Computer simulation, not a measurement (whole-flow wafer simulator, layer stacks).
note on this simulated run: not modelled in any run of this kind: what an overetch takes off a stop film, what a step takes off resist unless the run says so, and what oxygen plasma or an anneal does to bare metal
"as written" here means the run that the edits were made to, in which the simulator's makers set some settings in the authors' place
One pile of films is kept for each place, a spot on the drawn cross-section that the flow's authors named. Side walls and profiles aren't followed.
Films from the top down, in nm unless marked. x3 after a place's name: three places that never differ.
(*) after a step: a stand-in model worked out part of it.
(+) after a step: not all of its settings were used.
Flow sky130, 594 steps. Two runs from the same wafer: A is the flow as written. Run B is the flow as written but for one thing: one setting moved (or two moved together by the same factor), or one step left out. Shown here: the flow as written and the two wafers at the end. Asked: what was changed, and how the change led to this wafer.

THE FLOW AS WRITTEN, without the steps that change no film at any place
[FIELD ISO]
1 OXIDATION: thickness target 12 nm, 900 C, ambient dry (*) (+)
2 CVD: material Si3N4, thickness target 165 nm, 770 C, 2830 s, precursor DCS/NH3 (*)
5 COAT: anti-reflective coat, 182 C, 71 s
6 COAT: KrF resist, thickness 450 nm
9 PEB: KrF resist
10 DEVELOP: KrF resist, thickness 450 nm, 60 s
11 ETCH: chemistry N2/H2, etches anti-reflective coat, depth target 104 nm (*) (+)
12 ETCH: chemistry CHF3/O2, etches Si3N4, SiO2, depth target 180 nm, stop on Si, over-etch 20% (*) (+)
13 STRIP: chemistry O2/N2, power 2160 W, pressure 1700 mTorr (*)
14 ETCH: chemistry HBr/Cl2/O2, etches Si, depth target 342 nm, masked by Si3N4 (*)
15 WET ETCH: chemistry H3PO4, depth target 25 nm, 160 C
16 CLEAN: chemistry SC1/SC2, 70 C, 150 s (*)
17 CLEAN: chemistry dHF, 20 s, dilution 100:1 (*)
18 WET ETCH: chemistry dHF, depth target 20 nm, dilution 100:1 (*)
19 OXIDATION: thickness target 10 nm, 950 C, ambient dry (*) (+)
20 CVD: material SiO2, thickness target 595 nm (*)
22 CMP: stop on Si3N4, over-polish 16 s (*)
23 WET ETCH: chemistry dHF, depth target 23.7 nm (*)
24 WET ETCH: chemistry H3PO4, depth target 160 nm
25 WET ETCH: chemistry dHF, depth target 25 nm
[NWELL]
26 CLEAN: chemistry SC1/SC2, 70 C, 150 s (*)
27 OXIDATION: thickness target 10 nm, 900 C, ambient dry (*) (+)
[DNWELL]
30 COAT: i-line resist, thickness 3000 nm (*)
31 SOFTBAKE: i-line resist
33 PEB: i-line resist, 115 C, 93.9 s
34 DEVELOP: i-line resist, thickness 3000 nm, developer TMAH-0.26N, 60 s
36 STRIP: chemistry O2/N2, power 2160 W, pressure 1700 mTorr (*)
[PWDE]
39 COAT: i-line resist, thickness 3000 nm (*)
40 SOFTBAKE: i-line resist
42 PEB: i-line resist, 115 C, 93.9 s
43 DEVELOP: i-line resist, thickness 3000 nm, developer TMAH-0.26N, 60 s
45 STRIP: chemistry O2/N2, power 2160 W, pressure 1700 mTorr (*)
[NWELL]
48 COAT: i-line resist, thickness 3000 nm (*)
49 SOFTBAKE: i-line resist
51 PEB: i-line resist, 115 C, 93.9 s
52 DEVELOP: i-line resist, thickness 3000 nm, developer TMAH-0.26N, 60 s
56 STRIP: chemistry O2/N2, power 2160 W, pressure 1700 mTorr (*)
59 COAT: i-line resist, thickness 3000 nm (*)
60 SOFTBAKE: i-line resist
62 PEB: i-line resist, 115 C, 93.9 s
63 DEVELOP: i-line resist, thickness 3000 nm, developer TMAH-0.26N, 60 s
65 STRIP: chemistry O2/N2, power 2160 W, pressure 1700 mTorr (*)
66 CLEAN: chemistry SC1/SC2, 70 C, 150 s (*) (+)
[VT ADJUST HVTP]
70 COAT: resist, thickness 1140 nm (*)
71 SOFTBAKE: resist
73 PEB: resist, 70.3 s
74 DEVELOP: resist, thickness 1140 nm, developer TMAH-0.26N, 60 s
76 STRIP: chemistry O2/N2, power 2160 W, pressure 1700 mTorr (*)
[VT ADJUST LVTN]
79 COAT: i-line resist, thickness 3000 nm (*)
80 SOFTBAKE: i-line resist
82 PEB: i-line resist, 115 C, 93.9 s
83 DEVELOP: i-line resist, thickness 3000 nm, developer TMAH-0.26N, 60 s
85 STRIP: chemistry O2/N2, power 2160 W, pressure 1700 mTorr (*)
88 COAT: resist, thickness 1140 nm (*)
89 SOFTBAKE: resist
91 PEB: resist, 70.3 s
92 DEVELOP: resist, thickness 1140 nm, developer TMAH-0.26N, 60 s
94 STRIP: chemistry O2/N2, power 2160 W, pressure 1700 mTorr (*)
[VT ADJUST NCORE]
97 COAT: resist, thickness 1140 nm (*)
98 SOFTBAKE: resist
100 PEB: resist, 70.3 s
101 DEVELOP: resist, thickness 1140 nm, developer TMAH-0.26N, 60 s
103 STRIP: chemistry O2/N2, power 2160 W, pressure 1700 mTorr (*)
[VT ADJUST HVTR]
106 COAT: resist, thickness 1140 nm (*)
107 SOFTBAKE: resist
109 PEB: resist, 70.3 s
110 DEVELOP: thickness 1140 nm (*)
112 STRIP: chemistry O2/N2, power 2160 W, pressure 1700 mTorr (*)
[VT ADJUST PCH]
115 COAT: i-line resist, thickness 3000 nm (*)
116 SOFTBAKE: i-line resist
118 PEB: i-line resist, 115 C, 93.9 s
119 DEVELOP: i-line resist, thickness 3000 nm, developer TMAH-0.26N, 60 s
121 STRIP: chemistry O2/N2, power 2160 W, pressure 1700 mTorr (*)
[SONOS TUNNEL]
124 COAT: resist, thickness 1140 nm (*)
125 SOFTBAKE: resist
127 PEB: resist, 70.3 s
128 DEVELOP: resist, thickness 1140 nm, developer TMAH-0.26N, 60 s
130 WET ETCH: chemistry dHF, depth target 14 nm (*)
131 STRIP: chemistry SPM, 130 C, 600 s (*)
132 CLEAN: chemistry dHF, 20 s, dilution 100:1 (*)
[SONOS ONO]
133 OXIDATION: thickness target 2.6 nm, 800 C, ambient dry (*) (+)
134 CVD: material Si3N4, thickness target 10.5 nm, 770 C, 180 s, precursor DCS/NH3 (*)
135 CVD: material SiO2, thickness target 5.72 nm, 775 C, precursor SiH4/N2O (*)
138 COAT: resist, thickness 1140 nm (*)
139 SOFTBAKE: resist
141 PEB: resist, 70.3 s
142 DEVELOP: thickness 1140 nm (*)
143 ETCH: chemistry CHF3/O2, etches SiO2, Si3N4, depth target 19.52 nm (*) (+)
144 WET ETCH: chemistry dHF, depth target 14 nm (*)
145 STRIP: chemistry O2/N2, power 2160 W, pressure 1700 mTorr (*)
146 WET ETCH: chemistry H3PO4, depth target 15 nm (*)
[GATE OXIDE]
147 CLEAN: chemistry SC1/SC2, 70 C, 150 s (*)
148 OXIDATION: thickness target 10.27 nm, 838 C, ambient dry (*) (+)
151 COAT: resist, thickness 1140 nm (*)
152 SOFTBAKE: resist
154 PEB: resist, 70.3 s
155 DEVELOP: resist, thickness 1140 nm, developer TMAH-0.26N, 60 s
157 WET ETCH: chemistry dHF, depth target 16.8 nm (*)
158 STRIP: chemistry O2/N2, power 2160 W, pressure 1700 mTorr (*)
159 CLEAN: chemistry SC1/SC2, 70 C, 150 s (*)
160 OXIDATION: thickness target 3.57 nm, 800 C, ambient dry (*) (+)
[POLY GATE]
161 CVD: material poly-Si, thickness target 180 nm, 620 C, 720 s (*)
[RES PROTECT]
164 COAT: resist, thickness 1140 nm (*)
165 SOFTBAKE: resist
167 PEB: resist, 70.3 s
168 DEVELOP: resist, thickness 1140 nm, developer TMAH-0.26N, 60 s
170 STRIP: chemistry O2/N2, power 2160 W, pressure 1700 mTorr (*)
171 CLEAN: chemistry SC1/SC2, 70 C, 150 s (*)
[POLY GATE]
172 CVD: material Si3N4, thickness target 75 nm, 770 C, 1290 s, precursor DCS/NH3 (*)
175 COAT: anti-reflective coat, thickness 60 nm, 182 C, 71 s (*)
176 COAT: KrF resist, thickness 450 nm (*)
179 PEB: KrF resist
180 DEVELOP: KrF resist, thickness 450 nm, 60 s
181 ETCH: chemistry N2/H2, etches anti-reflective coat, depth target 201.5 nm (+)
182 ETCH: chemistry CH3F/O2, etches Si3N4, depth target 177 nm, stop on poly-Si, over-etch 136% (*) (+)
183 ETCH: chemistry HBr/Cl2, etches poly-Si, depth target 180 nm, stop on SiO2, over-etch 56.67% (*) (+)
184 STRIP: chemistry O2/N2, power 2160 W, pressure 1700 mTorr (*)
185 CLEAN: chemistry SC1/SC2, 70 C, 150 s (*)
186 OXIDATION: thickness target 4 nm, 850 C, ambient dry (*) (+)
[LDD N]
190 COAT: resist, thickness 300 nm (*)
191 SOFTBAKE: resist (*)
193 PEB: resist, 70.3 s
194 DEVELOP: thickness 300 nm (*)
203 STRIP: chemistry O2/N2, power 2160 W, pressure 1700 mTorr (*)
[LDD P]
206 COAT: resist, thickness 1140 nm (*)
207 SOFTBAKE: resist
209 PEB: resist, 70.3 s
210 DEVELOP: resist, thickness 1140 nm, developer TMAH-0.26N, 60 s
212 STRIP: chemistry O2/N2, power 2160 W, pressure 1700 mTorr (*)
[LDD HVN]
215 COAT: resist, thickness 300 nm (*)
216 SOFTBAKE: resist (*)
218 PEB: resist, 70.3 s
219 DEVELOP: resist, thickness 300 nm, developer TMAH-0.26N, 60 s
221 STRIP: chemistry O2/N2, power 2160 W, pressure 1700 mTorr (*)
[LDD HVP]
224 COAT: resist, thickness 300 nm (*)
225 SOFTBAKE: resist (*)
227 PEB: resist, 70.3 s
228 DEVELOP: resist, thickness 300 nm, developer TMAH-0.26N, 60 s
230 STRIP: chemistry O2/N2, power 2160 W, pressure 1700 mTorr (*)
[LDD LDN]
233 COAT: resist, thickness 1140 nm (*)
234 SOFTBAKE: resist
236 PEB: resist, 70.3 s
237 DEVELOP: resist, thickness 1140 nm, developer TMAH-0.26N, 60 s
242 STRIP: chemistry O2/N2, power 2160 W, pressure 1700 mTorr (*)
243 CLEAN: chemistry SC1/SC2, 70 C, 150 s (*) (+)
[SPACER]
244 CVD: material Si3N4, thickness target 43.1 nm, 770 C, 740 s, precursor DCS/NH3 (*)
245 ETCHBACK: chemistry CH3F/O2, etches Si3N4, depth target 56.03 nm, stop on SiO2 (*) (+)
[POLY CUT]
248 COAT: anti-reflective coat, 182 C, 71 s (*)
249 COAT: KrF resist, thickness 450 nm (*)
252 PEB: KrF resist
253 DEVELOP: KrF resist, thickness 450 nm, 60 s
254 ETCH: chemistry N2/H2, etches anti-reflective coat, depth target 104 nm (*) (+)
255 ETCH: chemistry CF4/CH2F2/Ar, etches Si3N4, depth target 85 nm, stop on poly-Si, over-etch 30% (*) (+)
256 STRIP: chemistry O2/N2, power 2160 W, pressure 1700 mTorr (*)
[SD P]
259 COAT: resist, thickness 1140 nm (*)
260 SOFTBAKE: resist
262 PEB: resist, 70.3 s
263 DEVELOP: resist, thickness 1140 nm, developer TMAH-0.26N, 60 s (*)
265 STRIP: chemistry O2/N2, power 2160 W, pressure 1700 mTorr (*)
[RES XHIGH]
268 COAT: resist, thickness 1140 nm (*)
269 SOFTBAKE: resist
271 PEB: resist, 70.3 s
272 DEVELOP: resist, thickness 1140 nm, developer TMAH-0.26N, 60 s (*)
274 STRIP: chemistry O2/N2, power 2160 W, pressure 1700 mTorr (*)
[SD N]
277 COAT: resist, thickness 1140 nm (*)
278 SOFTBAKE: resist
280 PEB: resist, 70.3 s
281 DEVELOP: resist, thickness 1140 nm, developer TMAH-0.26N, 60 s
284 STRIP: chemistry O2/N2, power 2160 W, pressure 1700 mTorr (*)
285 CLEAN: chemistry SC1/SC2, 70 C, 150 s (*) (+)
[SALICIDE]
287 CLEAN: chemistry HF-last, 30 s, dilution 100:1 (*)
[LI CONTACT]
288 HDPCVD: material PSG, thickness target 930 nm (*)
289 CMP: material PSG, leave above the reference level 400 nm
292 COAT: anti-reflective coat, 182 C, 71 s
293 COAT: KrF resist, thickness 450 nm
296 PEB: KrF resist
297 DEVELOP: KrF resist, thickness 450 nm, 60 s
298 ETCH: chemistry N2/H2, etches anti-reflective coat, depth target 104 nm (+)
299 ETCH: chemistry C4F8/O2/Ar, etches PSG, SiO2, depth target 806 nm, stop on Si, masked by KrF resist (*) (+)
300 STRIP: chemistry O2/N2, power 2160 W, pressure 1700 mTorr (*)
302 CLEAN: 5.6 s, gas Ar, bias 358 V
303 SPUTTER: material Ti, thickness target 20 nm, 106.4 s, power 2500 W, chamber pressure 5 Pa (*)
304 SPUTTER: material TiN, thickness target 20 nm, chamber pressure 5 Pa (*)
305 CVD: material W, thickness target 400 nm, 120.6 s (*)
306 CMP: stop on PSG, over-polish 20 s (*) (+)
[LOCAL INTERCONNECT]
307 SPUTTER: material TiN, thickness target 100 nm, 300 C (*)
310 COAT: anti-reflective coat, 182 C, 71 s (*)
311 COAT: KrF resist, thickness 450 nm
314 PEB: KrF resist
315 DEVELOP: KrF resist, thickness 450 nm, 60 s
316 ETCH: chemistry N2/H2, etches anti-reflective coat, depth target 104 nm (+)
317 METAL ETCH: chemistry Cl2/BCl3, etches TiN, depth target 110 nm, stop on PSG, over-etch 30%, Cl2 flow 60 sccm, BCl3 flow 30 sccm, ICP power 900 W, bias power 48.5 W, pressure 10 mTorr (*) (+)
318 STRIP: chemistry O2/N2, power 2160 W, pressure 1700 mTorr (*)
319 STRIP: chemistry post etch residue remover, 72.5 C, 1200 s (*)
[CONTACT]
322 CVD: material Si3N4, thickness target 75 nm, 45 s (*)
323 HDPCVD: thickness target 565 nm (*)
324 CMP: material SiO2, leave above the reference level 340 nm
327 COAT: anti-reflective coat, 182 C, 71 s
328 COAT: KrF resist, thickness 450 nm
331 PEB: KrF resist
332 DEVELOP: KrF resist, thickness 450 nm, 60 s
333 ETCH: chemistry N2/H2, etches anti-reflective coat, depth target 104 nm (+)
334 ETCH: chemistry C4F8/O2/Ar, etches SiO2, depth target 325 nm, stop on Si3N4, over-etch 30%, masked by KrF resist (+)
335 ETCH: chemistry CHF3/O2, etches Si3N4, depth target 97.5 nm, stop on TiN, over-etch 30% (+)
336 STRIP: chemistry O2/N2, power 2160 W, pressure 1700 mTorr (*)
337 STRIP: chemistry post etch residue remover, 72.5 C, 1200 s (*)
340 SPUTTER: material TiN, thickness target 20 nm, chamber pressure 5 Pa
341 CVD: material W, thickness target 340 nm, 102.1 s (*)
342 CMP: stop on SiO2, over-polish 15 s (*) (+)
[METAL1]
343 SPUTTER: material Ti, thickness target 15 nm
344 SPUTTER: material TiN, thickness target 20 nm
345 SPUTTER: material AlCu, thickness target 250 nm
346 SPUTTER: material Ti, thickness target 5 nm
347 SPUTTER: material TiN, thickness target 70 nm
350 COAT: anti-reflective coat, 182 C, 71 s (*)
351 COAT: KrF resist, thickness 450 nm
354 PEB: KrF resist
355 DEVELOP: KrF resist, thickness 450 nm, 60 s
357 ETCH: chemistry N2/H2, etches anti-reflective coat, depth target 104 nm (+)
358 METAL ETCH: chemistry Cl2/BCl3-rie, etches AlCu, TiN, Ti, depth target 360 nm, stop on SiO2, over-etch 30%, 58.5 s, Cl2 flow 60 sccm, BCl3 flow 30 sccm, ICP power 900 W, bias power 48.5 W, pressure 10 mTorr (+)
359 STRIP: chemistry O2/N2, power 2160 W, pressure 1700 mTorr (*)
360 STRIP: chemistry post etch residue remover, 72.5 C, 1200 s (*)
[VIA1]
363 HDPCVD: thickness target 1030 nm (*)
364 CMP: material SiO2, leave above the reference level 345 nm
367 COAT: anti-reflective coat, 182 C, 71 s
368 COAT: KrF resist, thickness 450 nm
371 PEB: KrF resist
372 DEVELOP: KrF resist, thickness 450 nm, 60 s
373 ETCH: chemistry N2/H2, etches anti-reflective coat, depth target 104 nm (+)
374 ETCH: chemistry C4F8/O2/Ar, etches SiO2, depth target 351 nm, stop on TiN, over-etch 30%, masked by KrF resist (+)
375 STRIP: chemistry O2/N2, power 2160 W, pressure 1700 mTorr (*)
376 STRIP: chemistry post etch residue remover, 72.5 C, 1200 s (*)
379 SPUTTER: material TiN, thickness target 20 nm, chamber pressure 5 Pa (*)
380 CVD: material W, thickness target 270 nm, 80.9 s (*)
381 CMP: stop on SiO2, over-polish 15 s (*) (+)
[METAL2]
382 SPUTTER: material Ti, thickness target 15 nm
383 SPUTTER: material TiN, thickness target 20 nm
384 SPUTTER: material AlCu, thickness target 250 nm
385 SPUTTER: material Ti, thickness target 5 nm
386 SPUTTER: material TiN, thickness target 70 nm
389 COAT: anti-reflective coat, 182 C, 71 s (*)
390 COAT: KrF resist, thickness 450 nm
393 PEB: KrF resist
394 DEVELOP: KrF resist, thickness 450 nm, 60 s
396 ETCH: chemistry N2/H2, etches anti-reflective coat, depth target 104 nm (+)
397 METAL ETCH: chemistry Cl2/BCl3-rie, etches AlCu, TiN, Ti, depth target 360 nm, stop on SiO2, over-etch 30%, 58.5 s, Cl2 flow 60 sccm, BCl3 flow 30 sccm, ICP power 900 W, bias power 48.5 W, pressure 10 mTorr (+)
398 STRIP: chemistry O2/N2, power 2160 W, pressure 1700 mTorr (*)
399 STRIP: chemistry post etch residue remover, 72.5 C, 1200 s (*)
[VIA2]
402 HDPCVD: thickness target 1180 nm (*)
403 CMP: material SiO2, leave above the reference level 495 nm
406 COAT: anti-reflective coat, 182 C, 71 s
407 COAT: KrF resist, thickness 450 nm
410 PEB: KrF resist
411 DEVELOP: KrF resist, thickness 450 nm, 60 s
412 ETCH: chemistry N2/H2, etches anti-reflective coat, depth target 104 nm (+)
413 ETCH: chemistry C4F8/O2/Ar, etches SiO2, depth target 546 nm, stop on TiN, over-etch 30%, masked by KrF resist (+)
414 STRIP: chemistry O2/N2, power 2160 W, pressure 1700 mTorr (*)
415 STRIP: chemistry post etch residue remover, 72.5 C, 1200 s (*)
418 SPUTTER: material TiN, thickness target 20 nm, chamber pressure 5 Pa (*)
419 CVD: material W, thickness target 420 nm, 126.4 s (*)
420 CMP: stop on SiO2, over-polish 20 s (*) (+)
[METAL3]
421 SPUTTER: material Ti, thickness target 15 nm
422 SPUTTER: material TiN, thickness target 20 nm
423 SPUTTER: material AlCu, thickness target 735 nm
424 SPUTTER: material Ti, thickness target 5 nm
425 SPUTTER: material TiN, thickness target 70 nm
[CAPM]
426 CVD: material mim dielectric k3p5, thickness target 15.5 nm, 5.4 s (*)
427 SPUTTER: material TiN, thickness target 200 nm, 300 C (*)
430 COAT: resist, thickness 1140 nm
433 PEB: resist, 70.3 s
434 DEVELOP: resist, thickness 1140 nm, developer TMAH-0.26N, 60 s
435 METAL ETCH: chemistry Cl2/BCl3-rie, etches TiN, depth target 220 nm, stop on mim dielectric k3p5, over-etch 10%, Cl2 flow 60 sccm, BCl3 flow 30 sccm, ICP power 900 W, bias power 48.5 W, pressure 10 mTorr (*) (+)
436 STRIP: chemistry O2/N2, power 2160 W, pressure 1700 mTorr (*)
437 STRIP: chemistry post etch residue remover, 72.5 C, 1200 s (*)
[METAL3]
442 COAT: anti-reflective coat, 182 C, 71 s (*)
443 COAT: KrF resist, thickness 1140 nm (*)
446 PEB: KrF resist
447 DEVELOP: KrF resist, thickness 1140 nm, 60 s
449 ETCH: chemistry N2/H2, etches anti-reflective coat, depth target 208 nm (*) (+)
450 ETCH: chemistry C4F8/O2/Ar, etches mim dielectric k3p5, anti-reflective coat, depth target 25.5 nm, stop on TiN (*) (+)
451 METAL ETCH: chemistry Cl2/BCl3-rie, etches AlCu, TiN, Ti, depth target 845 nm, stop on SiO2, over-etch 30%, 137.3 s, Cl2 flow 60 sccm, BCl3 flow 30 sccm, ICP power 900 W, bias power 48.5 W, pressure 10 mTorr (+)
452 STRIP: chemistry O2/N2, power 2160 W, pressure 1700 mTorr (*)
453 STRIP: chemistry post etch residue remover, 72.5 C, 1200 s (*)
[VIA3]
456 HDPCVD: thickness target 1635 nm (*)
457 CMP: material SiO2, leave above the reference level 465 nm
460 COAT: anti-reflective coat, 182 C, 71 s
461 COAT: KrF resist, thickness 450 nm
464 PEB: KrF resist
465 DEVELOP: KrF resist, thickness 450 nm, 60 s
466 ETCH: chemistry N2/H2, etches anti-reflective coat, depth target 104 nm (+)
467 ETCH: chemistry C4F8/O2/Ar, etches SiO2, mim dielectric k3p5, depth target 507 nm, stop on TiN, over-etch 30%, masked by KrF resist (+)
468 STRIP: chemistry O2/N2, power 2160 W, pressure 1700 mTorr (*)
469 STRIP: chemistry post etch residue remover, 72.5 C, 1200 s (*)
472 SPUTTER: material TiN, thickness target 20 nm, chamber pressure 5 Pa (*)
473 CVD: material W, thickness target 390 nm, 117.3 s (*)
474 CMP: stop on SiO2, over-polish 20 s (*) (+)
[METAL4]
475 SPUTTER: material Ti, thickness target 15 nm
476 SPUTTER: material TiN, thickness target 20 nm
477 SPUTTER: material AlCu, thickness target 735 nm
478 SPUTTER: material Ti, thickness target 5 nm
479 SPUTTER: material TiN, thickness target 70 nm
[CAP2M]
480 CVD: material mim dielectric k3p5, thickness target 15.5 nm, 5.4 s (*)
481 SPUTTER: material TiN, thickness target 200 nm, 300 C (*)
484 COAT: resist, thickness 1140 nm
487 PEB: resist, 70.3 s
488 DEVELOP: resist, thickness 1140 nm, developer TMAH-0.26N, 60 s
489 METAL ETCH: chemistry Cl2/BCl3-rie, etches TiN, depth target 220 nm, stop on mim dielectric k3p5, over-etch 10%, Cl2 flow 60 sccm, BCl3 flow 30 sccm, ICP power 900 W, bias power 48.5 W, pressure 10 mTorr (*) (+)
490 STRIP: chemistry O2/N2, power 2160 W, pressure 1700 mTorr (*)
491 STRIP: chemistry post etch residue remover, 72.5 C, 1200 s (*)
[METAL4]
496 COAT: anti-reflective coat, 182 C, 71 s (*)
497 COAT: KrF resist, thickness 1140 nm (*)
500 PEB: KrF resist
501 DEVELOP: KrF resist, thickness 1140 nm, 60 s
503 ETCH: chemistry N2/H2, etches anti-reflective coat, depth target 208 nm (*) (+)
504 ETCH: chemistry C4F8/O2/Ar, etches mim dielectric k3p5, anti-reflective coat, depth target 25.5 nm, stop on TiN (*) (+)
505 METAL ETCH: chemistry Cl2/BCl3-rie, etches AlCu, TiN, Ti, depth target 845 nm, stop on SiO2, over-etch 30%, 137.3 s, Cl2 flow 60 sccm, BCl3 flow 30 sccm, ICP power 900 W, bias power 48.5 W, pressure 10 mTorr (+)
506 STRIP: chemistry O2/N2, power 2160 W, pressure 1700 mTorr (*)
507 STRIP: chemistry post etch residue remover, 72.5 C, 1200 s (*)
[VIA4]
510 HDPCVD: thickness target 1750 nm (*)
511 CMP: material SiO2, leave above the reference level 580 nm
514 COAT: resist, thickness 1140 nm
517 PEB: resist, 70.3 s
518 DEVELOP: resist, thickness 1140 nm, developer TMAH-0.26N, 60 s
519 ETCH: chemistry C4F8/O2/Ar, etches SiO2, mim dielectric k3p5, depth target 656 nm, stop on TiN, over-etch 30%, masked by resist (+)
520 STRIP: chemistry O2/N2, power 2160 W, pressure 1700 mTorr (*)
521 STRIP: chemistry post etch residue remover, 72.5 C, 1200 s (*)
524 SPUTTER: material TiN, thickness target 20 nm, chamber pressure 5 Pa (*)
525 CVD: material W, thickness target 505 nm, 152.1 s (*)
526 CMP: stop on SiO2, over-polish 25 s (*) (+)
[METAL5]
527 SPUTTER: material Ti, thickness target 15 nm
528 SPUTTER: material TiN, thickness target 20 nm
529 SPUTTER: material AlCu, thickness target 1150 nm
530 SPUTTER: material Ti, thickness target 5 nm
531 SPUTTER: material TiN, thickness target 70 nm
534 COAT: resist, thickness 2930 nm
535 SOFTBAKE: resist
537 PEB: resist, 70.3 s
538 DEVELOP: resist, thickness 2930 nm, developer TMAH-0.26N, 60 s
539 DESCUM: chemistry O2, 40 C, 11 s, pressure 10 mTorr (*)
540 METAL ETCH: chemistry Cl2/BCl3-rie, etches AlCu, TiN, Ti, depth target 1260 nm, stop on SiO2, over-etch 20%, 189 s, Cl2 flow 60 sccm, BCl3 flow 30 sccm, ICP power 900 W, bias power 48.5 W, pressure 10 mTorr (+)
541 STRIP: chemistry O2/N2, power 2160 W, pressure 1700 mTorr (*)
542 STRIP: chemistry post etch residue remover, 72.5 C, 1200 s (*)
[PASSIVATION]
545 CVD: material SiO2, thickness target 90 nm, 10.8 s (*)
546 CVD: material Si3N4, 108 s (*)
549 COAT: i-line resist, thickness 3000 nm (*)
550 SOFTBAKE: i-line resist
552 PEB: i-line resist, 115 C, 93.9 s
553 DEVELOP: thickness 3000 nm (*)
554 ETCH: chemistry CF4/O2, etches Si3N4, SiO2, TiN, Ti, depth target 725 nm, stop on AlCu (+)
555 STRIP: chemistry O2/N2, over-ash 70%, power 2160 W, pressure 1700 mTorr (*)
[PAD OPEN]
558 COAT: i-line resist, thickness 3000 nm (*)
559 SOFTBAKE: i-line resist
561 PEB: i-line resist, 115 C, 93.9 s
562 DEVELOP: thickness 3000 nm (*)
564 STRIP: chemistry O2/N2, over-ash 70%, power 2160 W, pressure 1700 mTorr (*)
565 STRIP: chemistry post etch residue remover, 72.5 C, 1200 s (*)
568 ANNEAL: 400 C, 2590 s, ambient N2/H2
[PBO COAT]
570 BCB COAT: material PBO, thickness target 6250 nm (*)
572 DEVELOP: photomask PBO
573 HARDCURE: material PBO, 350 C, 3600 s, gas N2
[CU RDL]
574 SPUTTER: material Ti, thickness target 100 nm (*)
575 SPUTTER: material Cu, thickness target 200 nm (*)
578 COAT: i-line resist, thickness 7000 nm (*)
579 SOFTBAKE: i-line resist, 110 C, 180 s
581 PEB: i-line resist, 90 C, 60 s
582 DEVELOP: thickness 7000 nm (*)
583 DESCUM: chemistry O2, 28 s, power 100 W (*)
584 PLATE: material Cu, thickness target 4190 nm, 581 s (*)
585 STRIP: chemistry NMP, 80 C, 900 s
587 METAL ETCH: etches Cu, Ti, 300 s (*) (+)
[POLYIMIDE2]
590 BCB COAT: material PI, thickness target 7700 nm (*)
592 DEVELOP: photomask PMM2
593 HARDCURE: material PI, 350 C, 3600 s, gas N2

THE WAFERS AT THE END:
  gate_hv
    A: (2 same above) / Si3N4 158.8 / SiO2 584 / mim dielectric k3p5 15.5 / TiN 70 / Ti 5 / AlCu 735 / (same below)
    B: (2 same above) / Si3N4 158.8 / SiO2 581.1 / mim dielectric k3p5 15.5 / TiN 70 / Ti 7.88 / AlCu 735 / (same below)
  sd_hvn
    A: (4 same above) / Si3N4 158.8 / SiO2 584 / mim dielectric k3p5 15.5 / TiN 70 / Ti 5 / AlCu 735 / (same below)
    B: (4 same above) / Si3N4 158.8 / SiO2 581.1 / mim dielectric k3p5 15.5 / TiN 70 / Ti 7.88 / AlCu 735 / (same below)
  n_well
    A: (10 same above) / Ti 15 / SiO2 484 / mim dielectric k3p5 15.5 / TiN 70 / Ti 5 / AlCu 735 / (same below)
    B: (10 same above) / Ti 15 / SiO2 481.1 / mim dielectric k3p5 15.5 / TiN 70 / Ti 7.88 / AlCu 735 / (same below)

The cause: step 478, SPUTTER: thickness target 7.88 nm was run, where the flow has thickness target 5 nm.
It can be read off the wafer: gate_hv has Ti 7.88, and step 478 as written asks for 5 nm.

How the change led to this, step by step:
  478 SPUTTER: material Ti, thickness target 5 nm
      field, active, n_well and 189 more: A Ti +5 (new film) | B Ti +7.88 (new film)
  505 METAL ETCH: chemistry Cl2/BCl3-rie, etches AlCu, TiN, Ti, depth target 845 nm, stop on SiO2, over-etch 30%, 137.3 s, Cl2 flow 60 sccm, BCl3 flow 30 sccm, ICP power 900 W, bias power 48.5 W, pressure 10 mTorr (+)
      field, gate, spacer and 68 more: A TiN -70 (all of it), Ti -5 (all of it), AlCu -735 (all of it), TiN -20 (all of it), Ti -15 (all of it), SiO2 -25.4 | B TiN -70 (all of it), Ti -7.88 (all of it), AlCu -735 (all of it), TiN -20 (all of it), Ti -15 (all of it), SiO2 -25.1
      active, vpp_iso1, mim_edge_plate and 14 more: A TiN -70 (all of it), Ti -5 (all of it), AlCu -735 (all of it), TiN -20 (all of it), Ti -15 (all of it), SiO2 -25.3 | B TiN -70 (all of it), Ti -7.88 (all of it), AlCu -735 (all of it), TiN -20 (all of it), Ti -15 (all of it), SiO2 -25.1
